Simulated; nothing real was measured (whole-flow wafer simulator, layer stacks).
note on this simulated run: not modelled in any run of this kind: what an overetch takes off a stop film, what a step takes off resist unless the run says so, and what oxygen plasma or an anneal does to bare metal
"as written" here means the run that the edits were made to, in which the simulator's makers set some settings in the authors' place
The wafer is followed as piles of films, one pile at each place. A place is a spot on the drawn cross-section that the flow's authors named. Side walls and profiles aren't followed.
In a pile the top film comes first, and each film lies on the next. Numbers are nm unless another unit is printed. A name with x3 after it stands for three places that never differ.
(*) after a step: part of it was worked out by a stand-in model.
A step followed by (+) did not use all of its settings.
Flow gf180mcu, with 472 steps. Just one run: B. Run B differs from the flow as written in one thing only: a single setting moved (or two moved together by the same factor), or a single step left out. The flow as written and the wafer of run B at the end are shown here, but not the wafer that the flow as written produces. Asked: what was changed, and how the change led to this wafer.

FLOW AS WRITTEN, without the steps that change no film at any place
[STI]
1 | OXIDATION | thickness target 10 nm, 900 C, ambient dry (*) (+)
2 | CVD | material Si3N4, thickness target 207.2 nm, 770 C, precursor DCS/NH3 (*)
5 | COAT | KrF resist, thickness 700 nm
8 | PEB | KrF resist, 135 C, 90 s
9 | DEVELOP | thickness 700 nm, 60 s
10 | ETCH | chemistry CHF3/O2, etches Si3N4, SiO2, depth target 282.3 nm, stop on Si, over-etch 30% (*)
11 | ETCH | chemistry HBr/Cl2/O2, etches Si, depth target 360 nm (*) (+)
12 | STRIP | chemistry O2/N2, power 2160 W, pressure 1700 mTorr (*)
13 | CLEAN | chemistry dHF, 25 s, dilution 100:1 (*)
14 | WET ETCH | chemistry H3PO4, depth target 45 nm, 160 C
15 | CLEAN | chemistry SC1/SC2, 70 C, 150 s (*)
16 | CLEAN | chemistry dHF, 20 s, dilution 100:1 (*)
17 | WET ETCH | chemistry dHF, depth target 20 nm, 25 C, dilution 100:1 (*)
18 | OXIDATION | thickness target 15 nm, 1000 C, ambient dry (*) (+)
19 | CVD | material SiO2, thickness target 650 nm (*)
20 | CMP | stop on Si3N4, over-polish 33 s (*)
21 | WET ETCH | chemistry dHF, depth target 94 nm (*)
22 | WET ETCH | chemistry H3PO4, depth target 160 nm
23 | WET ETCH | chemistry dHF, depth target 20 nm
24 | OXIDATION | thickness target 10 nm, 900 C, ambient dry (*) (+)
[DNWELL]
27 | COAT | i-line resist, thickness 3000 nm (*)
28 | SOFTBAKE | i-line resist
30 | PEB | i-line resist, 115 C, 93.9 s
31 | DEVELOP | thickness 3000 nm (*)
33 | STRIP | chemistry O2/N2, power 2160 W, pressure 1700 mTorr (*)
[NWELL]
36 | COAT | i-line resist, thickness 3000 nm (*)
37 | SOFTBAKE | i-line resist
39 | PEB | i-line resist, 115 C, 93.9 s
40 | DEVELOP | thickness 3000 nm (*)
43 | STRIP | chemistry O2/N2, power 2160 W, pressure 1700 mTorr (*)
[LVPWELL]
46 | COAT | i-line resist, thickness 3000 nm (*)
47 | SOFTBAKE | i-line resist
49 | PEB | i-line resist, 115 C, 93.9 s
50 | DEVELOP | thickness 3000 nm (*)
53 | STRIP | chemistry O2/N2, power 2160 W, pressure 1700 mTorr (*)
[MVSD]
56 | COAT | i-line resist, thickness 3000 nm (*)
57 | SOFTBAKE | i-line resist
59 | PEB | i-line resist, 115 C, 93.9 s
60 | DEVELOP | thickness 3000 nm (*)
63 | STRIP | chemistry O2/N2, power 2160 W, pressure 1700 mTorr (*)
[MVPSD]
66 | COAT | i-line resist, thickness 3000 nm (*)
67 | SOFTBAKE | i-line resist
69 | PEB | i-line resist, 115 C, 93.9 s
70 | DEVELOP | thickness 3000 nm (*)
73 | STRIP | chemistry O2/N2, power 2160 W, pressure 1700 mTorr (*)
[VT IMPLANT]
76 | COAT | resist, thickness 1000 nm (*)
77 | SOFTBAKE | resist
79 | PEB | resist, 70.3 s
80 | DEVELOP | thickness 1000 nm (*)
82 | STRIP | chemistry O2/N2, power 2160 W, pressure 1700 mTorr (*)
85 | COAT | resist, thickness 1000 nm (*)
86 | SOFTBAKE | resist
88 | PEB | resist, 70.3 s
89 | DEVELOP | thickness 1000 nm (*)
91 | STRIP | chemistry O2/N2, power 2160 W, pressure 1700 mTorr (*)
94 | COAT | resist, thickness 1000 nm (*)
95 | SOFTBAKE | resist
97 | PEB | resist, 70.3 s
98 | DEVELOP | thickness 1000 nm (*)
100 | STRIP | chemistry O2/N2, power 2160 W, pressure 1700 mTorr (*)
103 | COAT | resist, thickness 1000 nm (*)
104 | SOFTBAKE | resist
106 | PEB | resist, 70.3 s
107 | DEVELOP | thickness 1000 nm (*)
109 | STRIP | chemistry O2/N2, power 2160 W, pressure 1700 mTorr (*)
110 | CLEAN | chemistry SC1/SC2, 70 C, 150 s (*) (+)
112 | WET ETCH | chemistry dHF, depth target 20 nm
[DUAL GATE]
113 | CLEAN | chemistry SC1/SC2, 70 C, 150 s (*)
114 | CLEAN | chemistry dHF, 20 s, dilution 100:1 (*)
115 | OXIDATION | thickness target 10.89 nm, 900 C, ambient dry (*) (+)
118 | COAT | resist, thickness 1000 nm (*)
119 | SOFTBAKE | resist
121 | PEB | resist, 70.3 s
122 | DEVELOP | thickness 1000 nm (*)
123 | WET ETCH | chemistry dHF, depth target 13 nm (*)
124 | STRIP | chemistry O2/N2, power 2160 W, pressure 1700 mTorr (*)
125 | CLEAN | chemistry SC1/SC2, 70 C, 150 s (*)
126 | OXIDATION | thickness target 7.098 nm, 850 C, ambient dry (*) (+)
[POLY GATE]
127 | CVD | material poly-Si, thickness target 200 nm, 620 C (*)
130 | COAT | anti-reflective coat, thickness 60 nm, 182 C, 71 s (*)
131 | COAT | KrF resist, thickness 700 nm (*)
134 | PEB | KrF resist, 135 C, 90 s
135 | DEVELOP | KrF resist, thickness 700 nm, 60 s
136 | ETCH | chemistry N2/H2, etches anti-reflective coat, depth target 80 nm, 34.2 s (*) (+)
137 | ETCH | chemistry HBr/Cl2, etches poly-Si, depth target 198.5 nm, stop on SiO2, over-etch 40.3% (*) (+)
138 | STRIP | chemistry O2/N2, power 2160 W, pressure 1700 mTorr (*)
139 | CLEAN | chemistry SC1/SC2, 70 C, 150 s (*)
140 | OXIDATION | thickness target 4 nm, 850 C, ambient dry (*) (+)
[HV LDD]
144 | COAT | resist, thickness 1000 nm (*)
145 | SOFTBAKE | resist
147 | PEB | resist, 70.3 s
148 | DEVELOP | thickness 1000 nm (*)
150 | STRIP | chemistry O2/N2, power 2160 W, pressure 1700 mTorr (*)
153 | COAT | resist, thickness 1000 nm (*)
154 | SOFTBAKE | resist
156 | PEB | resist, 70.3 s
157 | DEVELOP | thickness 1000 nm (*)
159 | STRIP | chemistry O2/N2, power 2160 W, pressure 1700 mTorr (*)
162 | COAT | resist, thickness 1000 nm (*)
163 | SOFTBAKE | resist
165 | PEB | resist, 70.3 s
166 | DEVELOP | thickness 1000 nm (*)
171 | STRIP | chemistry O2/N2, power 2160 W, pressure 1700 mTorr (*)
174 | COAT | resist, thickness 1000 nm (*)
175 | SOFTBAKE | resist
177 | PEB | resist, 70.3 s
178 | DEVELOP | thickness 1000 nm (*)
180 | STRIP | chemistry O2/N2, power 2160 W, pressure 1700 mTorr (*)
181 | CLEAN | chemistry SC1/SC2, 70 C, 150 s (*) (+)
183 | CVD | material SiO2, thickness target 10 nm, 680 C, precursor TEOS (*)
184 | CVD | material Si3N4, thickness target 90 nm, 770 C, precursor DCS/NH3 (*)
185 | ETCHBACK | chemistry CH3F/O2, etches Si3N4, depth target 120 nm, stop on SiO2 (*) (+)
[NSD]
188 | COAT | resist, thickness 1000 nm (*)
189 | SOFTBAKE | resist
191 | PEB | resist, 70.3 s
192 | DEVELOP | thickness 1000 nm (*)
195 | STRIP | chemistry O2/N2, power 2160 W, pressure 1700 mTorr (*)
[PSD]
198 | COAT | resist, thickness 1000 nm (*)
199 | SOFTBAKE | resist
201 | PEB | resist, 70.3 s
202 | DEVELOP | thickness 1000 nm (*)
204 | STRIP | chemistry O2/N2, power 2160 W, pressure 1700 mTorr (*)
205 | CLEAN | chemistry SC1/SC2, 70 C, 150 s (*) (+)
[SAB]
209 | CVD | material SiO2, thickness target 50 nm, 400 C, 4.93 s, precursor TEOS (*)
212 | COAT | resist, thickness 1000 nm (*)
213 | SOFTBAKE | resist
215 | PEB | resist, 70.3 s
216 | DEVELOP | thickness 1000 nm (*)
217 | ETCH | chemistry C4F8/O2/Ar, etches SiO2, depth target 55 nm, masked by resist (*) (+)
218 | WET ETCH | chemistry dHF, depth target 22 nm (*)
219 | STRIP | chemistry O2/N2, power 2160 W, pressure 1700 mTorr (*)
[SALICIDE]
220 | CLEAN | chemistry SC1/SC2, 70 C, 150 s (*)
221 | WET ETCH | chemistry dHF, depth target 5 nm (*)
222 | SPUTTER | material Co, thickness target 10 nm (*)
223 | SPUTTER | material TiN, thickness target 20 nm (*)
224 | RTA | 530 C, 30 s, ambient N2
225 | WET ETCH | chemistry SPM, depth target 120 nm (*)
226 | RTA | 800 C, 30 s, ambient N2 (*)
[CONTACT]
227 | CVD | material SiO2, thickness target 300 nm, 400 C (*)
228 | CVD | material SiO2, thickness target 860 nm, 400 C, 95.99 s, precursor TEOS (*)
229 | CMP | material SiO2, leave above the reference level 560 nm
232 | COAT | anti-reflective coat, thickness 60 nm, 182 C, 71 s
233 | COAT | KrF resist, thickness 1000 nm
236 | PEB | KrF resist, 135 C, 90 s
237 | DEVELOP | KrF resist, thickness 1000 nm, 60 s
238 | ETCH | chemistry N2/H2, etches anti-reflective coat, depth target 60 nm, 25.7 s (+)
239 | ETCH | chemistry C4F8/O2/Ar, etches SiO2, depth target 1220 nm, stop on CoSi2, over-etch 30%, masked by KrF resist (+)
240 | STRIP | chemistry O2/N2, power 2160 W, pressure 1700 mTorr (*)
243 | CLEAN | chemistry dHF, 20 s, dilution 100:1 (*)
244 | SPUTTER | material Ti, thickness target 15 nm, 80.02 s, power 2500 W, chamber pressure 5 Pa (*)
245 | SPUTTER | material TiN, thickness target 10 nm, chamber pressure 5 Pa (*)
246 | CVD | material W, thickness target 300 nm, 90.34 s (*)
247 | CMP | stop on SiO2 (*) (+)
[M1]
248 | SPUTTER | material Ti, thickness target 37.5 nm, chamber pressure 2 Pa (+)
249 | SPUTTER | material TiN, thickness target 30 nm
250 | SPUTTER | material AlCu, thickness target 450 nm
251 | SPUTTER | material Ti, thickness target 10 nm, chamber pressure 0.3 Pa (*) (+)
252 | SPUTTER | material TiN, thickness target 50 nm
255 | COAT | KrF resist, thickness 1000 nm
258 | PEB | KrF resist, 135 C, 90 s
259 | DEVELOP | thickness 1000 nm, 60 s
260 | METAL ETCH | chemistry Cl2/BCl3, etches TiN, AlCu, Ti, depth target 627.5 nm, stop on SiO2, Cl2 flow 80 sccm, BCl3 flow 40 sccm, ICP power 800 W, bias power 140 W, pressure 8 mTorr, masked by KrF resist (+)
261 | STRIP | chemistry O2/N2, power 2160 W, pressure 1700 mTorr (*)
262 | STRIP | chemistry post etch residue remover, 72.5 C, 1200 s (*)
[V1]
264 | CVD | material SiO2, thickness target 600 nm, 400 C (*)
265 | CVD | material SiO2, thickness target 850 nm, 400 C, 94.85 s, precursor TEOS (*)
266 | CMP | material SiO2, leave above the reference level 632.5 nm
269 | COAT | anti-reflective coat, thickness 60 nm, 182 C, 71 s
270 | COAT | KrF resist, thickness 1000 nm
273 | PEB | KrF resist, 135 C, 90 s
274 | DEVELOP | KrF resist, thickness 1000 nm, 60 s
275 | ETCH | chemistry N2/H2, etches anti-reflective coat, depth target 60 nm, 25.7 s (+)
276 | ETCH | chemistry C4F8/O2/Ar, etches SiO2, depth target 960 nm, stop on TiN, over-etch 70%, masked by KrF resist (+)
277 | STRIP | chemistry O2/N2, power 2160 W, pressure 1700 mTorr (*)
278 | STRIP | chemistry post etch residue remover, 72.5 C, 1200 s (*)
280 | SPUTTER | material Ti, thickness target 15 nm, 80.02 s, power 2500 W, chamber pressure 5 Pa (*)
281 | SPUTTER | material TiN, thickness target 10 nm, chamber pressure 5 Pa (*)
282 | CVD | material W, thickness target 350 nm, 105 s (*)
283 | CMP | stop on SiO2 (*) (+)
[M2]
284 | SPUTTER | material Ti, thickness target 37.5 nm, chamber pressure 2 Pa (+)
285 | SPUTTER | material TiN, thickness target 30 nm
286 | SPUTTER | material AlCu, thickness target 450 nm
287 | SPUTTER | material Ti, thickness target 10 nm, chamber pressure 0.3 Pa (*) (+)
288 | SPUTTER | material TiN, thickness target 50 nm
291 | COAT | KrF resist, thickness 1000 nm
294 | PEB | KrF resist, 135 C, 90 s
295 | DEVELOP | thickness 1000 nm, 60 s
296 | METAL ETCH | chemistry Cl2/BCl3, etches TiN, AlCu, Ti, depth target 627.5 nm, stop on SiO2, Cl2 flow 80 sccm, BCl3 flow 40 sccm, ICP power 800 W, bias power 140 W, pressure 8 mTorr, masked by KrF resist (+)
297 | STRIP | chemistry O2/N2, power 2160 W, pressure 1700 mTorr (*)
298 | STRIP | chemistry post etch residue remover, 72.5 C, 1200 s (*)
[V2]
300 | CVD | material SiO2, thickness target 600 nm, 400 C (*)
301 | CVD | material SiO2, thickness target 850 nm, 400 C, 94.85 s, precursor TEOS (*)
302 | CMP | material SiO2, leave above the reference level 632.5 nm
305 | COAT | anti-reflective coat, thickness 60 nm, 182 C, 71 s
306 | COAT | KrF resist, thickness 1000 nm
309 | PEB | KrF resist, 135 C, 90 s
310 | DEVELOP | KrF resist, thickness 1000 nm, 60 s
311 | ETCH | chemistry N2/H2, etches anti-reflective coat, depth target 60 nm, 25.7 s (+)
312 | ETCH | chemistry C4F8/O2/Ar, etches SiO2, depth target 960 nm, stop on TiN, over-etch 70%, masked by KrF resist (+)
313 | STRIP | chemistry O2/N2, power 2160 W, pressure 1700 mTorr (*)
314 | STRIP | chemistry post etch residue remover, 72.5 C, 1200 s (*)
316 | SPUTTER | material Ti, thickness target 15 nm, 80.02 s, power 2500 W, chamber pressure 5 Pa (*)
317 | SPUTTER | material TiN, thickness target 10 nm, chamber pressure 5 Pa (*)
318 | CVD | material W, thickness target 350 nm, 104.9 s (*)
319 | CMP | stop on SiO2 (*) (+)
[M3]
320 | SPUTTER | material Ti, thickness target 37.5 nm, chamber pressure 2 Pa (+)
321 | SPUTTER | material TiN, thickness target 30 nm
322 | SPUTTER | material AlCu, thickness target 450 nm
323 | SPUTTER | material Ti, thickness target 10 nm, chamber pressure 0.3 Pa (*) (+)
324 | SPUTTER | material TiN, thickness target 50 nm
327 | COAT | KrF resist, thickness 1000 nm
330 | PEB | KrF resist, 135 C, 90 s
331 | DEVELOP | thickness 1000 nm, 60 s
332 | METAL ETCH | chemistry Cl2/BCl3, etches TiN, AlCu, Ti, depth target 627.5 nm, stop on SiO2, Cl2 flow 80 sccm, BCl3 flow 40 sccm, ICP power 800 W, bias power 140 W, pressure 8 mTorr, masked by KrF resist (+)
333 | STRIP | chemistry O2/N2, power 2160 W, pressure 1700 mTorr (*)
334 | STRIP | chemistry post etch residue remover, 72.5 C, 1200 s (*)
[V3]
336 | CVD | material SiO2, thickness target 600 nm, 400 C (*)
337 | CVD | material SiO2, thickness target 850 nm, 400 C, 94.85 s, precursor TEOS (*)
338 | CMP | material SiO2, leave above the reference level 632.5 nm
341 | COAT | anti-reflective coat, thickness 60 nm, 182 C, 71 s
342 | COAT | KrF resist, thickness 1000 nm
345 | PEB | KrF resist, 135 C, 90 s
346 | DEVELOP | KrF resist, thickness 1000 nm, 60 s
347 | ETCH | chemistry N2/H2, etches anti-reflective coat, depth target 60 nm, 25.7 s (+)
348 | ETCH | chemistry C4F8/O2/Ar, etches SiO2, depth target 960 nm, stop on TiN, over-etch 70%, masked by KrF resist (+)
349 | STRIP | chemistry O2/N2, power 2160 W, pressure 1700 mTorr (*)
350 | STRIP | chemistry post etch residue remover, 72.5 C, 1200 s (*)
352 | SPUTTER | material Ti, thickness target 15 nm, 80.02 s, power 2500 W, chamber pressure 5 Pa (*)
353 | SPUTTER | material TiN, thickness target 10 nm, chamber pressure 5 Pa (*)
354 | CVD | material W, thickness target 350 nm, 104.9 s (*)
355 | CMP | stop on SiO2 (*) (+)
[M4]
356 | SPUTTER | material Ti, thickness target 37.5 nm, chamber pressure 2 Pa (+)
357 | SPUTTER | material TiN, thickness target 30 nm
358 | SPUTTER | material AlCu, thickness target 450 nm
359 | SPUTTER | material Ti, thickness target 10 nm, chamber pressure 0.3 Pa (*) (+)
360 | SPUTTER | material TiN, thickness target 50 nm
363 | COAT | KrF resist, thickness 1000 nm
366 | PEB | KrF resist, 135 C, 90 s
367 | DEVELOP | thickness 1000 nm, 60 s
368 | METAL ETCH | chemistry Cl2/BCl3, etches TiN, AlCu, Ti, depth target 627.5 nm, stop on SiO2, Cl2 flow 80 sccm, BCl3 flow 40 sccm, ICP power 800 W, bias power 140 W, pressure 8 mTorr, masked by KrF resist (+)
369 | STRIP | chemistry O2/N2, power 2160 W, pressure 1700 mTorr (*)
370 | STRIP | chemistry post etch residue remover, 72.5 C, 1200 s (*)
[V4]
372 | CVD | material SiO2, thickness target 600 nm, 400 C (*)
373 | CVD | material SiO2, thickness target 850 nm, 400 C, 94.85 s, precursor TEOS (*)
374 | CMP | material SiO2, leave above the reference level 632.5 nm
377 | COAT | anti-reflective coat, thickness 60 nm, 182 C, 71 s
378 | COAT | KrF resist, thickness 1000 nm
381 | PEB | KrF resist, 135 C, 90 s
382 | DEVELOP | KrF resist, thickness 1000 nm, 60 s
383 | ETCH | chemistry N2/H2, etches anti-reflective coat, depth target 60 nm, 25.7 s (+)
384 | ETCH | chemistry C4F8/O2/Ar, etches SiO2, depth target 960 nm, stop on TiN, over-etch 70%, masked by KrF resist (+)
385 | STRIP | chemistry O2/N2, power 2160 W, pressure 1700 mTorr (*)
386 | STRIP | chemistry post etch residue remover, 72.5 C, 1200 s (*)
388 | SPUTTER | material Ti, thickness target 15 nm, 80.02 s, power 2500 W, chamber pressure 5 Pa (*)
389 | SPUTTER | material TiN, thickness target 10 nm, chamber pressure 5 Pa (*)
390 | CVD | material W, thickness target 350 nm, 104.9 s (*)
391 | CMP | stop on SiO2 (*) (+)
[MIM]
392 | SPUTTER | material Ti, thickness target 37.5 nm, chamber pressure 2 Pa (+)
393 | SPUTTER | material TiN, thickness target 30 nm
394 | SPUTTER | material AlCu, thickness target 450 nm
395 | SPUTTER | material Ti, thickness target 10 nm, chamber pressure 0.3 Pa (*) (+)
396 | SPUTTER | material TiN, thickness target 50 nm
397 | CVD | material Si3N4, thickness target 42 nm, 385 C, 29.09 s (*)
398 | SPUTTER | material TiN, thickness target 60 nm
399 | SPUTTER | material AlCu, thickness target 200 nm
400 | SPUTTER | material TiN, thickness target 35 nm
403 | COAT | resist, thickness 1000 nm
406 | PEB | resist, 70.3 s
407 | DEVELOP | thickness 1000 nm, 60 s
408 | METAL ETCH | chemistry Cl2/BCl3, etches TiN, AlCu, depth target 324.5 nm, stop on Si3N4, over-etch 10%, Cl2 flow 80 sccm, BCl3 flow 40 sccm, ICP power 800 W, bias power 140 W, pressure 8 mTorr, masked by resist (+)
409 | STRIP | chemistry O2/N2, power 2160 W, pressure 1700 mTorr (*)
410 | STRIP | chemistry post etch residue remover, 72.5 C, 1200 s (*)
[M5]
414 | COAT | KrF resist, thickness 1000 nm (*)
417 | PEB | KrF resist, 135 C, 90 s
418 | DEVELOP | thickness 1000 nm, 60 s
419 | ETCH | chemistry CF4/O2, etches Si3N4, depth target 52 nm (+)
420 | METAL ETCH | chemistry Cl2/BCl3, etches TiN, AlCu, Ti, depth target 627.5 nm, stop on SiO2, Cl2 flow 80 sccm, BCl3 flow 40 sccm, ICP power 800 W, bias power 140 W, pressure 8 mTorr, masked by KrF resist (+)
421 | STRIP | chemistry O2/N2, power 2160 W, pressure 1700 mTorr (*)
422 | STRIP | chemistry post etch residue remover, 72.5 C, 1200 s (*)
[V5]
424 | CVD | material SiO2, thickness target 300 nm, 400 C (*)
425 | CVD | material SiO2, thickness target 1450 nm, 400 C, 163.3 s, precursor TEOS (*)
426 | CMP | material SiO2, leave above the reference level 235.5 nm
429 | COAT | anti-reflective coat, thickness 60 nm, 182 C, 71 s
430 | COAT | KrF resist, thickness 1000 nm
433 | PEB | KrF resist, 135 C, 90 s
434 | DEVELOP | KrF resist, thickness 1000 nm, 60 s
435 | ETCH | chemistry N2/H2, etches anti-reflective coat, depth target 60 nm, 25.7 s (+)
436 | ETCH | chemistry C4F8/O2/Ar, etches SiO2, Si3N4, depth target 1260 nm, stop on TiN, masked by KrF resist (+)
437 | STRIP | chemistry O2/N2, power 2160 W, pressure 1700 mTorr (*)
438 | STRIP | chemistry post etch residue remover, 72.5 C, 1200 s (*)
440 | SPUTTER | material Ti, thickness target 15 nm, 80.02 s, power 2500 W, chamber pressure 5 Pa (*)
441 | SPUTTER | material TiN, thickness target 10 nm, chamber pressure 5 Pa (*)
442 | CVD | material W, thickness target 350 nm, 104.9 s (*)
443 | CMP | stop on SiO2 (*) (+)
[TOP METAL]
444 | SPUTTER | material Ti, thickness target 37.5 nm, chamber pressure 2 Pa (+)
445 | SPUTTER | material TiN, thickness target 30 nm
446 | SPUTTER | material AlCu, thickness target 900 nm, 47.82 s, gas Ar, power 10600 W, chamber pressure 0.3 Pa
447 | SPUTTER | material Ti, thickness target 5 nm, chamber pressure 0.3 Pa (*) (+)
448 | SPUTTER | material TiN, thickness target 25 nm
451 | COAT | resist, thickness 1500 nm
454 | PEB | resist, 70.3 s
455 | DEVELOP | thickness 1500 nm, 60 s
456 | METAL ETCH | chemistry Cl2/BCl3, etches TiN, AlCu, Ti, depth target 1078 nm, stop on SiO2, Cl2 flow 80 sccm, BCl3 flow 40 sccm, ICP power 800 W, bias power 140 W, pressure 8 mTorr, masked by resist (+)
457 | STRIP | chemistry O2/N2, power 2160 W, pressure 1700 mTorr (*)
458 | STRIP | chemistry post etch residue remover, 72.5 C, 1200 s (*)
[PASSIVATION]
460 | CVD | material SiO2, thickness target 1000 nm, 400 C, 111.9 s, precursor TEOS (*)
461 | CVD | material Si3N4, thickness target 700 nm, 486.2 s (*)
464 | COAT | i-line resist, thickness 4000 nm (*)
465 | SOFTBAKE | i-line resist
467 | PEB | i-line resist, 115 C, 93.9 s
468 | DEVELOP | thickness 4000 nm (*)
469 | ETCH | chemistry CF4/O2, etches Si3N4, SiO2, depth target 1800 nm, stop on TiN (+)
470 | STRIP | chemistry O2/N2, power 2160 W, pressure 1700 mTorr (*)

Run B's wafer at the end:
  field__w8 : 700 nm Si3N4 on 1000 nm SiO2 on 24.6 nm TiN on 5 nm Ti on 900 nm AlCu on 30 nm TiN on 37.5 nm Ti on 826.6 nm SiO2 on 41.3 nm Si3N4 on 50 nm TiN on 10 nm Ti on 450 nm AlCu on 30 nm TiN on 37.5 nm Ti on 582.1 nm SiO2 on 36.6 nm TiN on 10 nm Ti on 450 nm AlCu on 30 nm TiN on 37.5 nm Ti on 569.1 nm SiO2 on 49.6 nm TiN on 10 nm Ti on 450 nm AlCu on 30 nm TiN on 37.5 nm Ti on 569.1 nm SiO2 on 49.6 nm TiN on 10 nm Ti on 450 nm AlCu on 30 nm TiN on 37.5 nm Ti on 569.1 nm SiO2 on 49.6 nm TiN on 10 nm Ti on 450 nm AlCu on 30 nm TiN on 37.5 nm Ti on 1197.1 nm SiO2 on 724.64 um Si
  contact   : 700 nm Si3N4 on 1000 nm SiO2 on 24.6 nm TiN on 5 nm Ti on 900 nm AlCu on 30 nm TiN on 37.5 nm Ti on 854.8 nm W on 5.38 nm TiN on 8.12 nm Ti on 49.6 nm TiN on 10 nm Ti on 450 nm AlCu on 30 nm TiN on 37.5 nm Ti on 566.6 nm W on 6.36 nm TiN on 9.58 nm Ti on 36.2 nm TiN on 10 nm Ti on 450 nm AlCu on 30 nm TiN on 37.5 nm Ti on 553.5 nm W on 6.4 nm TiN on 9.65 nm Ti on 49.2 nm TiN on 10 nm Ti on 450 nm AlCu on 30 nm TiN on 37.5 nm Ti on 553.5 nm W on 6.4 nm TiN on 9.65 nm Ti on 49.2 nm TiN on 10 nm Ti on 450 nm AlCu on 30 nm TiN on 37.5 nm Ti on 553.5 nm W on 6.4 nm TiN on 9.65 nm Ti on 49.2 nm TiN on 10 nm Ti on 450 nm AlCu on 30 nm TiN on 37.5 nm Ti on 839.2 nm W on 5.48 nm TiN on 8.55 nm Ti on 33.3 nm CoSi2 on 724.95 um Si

The reason: step 360, SPUTTER: thickness target 37 nm was run, though the flow has thickness target 50 nm.

The path from the change to this, step by step:
  360 | SPUTTER | material TiN, thickness target 50 nm
      field, field__w1, field__w2 and 108 more: +37 TiN (new film) (as written it would have been: +50 TiN (new film))
  368 | METAL ETCH | chemistry Cl2/BCl3, etches TiN, AlCu, Ti, depth target 627.5 nm, stop on SiO2, Cl2 flow 80 sccm, BCl3 flow 40 sccm, ICP power 800 W, bias power 140 W, pressure 8 mTorr, masked by KrF resist (+)
      field, field__w1, field__w2 and 103 more: -37 TiN (all of it), -10 Ti (all of it), -450 AlCu (all of it), -30 TiN (all of it), -37.5 Ti (all of it) (as written it would have been: -50 TiN (all of it), -10 Ti (all of it), -450 AlCu (all of it), -30 TiN (all of it), -37.5 Ti (all of it))
  384 | ETCH | chemistry C4F8/O2/Ar, etches SiO2, depth target 960 nm, stop on TiN, over-etch 70%, masked by KrF resist (+)
      contact: -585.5 SiO2 (all of it) (as written it would have been: -572.5 SiO2 (all of it))
